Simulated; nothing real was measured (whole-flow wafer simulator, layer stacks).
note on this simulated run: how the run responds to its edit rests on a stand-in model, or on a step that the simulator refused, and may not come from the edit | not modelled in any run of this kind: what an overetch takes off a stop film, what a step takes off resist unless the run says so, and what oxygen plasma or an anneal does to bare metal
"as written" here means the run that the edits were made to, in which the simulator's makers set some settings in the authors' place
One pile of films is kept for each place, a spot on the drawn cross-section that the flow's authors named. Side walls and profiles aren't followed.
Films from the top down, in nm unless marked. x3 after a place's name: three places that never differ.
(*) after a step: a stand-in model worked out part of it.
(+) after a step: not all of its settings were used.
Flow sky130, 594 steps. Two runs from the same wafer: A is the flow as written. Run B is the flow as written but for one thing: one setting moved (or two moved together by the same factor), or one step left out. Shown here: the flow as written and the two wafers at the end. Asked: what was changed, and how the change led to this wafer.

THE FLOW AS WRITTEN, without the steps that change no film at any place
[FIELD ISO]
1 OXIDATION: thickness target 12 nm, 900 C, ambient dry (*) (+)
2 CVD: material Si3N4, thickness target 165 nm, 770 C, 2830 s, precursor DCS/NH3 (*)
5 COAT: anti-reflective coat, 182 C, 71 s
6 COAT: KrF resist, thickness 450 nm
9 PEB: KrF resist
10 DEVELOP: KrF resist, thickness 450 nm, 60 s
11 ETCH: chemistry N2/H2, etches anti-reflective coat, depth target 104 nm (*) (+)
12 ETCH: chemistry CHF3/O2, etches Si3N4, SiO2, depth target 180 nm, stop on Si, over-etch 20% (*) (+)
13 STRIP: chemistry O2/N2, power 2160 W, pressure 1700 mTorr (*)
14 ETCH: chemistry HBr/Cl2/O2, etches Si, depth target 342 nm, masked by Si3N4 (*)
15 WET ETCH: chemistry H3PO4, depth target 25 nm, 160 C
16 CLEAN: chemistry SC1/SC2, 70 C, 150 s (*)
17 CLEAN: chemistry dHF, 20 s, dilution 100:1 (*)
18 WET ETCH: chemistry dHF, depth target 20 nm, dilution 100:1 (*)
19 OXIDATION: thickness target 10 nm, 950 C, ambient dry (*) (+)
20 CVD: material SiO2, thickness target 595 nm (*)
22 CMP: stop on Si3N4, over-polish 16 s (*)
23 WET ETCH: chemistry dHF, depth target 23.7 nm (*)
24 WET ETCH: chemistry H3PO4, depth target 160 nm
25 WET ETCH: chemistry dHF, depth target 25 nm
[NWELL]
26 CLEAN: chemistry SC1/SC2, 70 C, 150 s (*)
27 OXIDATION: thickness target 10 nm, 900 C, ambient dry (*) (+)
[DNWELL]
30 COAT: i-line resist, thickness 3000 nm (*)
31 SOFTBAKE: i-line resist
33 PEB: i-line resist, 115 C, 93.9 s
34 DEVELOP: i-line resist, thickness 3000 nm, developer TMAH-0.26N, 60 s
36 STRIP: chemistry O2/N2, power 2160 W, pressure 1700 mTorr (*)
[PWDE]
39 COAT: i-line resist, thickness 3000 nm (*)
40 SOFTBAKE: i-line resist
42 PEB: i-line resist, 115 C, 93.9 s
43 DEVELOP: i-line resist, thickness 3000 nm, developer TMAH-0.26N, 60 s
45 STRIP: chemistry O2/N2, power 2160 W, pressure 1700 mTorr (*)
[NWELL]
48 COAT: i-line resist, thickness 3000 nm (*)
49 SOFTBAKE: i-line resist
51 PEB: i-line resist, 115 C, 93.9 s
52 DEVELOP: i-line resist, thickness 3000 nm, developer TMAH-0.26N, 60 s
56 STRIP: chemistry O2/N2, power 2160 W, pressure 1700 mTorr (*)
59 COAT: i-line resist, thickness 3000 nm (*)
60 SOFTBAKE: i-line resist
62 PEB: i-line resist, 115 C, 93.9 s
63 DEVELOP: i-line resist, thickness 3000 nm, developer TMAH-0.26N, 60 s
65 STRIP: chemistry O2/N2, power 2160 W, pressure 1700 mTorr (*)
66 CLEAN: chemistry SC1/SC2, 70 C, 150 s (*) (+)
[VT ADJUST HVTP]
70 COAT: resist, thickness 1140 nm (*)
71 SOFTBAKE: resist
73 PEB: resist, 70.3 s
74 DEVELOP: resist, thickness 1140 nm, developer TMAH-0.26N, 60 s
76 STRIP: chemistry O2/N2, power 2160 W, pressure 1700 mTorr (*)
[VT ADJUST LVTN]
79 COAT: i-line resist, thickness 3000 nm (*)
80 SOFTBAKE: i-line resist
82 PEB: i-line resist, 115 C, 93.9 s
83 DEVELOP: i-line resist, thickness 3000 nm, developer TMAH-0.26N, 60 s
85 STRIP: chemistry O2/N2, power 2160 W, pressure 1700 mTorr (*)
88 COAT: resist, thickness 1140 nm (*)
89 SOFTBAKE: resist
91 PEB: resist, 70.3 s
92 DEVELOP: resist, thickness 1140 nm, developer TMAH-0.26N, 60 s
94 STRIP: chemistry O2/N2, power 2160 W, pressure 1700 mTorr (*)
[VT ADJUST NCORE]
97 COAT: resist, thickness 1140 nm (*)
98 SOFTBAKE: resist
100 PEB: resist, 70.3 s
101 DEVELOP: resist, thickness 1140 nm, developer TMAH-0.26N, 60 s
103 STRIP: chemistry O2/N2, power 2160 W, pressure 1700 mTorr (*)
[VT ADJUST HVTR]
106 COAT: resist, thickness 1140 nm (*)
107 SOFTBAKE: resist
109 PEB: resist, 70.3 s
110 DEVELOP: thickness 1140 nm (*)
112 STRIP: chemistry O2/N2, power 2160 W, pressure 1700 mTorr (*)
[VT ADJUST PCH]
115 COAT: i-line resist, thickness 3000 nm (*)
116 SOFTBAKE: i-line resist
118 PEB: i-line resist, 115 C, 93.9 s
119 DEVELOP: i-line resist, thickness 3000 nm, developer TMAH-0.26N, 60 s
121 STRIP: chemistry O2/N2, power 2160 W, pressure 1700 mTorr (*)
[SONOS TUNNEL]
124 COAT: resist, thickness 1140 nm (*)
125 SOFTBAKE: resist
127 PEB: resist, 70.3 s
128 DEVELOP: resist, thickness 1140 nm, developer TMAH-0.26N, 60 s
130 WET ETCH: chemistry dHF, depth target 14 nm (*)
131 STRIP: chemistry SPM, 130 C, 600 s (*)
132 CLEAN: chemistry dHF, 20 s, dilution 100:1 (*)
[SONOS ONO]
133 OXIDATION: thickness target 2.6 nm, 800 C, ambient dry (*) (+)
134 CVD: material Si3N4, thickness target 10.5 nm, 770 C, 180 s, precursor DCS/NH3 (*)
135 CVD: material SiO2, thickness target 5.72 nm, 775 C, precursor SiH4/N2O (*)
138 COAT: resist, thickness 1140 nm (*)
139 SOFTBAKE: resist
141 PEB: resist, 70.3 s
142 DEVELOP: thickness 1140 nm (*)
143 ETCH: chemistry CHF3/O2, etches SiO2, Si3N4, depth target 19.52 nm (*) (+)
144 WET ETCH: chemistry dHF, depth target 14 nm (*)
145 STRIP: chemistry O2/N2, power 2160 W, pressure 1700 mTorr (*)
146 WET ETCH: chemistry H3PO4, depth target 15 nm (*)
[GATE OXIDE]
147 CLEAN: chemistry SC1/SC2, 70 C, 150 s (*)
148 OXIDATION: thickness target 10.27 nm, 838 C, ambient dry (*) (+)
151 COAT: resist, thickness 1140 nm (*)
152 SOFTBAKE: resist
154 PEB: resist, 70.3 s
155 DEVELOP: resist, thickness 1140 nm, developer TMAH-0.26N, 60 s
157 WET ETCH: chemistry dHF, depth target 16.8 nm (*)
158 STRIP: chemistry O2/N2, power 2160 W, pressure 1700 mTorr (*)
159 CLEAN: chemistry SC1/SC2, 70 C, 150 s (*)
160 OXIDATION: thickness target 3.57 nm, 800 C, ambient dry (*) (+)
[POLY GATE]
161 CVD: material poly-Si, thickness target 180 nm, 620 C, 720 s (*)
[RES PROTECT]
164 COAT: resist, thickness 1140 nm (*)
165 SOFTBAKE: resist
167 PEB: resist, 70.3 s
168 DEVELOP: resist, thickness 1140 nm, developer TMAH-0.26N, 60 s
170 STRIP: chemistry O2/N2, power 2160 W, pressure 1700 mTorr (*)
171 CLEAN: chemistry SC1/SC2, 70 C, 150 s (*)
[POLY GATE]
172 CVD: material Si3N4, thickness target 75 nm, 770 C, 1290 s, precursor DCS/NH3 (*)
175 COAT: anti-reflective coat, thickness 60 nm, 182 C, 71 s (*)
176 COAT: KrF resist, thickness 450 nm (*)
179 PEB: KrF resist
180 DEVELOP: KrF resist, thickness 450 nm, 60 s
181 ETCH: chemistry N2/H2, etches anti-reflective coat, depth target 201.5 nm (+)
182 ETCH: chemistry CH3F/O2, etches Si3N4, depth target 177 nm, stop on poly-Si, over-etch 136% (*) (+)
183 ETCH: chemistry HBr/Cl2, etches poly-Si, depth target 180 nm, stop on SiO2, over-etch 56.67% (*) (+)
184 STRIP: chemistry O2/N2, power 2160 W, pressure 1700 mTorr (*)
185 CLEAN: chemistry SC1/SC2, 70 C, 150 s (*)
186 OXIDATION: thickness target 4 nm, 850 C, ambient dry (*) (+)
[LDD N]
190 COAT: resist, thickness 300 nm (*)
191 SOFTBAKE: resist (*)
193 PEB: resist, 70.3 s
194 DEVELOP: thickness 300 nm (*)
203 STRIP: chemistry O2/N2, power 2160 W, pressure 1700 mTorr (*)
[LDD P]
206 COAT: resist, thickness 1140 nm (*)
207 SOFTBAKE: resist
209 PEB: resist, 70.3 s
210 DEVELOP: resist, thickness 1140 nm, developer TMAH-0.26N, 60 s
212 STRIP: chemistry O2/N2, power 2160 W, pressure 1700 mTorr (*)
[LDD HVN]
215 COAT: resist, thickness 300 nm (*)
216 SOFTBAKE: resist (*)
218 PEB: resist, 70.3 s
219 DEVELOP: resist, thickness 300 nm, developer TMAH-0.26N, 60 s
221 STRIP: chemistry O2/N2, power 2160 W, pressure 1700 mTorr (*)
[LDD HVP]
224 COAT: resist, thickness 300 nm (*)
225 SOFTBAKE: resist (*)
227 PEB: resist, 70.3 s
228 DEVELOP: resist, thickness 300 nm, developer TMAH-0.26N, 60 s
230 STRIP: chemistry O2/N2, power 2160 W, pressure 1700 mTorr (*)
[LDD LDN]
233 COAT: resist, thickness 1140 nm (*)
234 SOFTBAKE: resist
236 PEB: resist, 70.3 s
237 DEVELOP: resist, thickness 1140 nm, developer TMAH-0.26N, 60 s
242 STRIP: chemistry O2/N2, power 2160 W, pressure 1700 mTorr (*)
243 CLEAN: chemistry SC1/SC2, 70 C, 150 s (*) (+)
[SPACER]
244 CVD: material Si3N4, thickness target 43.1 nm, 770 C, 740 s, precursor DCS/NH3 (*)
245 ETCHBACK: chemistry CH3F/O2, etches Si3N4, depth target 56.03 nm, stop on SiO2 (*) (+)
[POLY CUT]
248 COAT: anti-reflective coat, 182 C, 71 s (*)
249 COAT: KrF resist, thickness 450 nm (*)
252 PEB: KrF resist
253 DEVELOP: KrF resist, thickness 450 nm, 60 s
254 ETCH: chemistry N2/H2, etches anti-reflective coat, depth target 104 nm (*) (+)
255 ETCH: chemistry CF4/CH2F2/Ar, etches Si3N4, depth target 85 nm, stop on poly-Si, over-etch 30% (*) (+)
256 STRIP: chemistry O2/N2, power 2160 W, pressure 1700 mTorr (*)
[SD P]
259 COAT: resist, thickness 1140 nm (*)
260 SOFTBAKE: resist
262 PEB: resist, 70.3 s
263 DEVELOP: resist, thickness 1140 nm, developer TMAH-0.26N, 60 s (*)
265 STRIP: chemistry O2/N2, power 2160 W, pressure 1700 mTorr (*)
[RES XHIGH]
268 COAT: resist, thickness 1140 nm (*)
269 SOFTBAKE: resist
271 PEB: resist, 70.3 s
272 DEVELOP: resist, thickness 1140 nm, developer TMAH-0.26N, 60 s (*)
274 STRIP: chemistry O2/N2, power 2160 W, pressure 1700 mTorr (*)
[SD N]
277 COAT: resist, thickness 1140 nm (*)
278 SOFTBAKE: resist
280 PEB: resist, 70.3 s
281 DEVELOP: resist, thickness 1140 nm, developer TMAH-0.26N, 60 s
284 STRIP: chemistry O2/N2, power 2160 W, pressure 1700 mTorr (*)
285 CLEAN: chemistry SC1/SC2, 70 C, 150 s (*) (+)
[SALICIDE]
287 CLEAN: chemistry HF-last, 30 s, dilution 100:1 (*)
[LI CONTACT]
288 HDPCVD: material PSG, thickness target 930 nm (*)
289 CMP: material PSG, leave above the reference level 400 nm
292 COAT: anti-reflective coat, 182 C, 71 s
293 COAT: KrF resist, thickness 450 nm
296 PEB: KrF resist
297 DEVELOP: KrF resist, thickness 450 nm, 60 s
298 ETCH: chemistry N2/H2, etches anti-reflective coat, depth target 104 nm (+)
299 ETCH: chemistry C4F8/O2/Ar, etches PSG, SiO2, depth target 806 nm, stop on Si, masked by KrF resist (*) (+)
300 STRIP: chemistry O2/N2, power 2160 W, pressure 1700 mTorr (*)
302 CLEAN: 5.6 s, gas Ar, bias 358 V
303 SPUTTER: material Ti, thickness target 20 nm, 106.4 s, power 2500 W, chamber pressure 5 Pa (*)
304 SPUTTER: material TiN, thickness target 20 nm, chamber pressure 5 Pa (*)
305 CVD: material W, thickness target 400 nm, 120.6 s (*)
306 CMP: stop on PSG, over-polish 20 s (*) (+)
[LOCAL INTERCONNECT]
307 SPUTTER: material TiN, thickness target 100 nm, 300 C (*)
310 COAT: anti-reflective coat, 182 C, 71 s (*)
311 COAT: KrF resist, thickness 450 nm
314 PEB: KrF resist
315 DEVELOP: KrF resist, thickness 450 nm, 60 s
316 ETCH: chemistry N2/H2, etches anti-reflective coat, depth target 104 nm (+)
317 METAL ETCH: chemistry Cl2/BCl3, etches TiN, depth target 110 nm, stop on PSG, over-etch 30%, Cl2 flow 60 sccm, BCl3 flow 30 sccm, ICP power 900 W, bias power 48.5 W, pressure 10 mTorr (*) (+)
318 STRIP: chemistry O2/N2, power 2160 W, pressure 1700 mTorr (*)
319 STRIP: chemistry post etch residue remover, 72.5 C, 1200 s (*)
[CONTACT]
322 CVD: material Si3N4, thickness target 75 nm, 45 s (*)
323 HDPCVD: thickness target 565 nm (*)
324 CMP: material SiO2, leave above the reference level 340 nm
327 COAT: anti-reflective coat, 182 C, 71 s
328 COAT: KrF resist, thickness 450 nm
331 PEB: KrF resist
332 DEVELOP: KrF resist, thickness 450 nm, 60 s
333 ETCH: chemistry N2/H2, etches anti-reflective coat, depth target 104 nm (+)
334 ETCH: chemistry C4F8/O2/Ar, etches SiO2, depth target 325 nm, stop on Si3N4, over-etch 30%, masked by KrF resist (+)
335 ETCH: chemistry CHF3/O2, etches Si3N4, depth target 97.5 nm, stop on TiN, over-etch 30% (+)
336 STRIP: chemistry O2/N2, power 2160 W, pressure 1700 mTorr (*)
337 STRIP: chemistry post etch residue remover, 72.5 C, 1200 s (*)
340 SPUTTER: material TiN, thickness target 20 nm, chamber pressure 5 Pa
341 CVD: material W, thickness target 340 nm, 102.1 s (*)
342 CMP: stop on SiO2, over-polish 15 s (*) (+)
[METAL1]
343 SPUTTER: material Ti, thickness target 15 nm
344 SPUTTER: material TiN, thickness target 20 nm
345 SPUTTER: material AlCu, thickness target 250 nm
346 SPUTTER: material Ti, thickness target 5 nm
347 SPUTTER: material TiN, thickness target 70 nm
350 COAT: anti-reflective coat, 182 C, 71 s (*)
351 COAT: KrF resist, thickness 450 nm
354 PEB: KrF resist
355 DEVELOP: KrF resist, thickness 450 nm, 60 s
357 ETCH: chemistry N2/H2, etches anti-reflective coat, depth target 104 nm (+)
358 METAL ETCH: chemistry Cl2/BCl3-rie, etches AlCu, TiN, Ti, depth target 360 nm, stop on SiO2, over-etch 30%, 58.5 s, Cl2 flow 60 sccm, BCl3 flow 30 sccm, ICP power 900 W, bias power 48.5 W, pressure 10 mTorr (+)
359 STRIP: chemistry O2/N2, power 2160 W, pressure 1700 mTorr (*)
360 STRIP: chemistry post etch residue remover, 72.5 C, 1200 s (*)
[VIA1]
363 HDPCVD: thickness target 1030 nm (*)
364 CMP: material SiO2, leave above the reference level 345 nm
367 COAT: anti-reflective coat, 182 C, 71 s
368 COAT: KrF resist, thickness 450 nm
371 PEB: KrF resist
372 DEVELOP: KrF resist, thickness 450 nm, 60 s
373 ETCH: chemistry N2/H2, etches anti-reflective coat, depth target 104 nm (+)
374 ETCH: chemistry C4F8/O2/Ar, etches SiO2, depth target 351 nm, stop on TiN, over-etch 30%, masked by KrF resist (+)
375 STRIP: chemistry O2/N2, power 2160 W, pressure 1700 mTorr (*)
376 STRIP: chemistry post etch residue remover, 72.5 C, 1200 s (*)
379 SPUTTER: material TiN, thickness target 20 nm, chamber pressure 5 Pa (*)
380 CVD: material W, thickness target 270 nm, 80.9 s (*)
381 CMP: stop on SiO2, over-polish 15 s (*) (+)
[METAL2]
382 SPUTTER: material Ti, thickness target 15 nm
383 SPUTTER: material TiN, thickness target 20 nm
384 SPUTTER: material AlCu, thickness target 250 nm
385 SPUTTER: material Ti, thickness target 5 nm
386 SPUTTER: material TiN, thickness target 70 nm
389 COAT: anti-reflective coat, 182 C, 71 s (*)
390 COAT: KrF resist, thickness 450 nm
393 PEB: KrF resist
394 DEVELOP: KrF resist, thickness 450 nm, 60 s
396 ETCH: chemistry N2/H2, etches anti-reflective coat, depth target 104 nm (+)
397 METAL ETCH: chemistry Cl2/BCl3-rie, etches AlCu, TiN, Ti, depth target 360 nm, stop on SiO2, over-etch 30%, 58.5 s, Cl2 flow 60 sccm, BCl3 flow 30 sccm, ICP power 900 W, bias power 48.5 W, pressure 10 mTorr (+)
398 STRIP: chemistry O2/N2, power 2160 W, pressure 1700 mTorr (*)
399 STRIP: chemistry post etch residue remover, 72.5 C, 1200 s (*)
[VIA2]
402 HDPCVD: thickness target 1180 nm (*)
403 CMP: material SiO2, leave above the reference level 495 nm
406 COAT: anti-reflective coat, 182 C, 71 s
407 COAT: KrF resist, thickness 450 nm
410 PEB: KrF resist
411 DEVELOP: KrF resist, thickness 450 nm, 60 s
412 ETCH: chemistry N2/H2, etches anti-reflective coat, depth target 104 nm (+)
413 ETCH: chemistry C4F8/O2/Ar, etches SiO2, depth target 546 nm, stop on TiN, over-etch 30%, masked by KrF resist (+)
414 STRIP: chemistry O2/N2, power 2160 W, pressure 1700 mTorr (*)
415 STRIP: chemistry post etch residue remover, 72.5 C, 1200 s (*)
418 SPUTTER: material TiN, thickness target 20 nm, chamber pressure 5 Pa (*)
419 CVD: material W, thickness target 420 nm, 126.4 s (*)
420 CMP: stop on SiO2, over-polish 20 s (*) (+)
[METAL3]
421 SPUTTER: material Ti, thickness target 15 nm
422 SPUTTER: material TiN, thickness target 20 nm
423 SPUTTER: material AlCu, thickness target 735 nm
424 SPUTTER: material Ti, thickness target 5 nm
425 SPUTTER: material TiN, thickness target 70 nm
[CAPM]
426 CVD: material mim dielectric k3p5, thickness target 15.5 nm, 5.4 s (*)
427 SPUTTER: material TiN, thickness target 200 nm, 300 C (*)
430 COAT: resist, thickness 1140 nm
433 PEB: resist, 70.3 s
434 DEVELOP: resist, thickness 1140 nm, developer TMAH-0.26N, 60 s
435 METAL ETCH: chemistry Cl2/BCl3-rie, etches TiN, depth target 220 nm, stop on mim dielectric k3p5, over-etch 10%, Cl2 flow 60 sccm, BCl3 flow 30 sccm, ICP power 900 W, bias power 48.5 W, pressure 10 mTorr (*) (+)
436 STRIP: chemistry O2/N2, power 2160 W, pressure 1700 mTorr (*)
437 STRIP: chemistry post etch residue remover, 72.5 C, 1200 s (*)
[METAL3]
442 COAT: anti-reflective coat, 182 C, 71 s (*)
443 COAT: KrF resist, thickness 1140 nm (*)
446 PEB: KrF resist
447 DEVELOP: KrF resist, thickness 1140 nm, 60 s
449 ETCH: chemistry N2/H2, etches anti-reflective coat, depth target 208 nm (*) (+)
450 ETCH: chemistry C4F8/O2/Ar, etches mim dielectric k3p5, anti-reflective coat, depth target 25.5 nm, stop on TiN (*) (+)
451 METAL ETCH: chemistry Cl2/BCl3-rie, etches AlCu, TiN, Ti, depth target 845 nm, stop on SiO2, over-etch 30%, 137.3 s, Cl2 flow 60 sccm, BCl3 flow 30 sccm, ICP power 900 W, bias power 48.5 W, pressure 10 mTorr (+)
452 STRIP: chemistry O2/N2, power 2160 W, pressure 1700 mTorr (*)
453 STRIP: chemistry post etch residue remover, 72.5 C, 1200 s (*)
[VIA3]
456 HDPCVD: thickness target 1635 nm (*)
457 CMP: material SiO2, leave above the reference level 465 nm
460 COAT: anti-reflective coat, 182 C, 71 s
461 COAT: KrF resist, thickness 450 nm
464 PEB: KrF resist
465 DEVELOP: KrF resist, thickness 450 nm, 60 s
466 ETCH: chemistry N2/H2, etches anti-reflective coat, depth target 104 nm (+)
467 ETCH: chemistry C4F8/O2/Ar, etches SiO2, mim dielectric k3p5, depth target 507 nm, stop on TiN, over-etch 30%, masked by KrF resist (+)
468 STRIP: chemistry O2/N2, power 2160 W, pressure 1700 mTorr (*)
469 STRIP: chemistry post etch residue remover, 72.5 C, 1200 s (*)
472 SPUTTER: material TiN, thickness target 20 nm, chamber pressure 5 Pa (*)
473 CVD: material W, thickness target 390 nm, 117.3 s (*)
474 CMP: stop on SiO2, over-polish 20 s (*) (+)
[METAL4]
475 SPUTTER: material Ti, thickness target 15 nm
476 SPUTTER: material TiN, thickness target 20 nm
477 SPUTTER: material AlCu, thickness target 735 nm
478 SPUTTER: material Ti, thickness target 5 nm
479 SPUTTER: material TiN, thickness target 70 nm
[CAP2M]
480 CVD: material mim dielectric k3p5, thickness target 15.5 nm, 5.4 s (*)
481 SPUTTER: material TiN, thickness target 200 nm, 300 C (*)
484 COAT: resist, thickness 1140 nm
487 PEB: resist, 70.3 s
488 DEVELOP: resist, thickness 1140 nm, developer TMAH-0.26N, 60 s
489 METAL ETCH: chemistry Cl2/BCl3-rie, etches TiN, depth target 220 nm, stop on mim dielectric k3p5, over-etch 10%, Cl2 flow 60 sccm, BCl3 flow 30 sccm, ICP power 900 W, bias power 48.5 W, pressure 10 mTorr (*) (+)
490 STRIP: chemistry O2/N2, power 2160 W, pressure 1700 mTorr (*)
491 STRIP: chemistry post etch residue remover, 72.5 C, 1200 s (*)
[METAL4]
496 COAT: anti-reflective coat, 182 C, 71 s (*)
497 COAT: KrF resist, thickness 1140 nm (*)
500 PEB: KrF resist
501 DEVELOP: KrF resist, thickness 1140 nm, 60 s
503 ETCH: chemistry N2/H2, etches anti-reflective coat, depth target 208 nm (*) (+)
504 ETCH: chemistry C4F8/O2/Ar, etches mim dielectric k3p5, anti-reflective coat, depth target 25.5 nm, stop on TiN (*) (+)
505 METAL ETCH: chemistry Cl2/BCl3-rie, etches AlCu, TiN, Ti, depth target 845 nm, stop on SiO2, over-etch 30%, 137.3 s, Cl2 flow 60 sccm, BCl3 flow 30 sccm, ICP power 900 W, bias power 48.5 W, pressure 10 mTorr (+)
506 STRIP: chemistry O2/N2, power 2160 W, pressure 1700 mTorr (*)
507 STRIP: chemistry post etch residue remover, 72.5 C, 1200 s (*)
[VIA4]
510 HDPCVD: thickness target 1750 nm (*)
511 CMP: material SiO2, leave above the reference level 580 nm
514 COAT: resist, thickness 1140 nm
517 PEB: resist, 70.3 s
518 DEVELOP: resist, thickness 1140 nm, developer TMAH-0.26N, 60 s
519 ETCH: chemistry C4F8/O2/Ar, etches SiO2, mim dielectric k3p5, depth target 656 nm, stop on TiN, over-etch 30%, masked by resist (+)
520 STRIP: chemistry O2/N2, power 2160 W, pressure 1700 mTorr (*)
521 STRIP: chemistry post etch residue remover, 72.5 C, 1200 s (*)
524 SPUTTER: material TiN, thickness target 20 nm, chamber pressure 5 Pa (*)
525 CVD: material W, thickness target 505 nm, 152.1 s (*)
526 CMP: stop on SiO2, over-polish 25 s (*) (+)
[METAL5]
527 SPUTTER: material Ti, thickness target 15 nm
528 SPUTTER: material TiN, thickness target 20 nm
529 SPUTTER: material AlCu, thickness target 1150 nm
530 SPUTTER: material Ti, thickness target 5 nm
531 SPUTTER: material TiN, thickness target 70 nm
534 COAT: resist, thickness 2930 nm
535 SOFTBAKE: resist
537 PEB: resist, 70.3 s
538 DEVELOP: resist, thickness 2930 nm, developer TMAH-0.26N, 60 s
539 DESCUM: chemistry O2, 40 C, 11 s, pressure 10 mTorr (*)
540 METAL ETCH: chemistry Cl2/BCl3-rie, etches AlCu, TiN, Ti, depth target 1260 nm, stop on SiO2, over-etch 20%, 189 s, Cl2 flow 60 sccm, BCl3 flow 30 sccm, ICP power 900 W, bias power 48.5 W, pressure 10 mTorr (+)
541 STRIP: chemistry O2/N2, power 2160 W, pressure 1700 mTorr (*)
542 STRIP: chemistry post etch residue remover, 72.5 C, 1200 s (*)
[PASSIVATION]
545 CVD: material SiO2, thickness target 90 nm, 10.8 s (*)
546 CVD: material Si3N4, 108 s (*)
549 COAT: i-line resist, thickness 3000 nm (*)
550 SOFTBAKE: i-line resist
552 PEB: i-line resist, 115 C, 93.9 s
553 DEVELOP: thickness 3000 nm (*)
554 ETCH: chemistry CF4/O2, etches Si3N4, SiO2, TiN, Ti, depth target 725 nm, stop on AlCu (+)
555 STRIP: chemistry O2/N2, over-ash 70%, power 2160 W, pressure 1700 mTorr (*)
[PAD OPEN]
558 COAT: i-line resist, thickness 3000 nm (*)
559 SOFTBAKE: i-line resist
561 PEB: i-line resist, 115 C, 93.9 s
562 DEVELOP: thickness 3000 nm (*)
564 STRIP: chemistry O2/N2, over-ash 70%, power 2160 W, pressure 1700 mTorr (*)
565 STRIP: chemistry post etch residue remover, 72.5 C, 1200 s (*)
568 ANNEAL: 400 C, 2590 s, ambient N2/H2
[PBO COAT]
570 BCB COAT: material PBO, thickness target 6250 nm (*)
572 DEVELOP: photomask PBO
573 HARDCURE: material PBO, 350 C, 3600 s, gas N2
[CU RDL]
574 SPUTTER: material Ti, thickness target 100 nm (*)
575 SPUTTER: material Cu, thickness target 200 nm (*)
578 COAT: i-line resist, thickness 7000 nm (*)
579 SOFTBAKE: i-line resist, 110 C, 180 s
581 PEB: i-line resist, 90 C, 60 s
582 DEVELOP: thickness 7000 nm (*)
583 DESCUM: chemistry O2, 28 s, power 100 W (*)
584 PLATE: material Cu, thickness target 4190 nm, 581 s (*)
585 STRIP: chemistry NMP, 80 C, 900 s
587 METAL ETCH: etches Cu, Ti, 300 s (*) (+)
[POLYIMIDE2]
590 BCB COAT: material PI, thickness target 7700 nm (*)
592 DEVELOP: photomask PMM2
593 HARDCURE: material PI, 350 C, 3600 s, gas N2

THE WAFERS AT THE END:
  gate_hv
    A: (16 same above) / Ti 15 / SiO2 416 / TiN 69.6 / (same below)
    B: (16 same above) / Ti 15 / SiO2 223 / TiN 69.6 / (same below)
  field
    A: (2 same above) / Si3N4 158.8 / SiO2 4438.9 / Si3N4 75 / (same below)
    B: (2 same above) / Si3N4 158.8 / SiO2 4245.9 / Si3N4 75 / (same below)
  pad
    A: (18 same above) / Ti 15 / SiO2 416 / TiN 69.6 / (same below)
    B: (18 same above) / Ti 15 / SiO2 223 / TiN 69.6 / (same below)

The cause: step 403, CMP: leave above the reference level 302 nm was run, where the flow has leave above the reference level 495 nm.

How the change led to this, step by step:
  403 CMP: material SiO2, leave above the reference level 495 nm
      n_well, p_well, gate_hv and 101 more: A SiO2 -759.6 | B SiO2 -952.6
      field, active, gate and 82 more: A SiO2 -389.1 | B SiO2 -582.1
      (and at 2 more places)
  413 ETCH: chemistry C4F8/O2/Ar, etches SiO2, depth target 546 nm, stop on TiN, over-etch 30%, masked by KrF resist (+)
      field, active, n_well and 186 more: A KrF resist -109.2 | B KrF resist -59.1
      m1: A SiO2 -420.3 (all of it) | B SiO2 -227.3 (all of it)
      (and at 1 more place)
  414 STRIP: chemistry O2/N2, power 2160 W, pressure 1700 mTorr (*)
      field, active, n_well and 186 more: A KrF resist -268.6 (all of it), anti-reflective coat -80 (all of it) | B KrF resist -318.7 (all of it), anti-reflective coat -80 (all of it)
  418 SPUTTER: material TiN, thickness target 20 nm, chamber pressure 5 Pa (*)
      m1, via2_hole: A TiN +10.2 | B TiN +13
  419 CVD: material W, thickness target 420 nm, 126.4 s (*)
      m1: A W +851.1 (new film) | B W +655.3 (new film)
      via2_hole: A W +850.7 (new film) | B W +654.8 (new film)
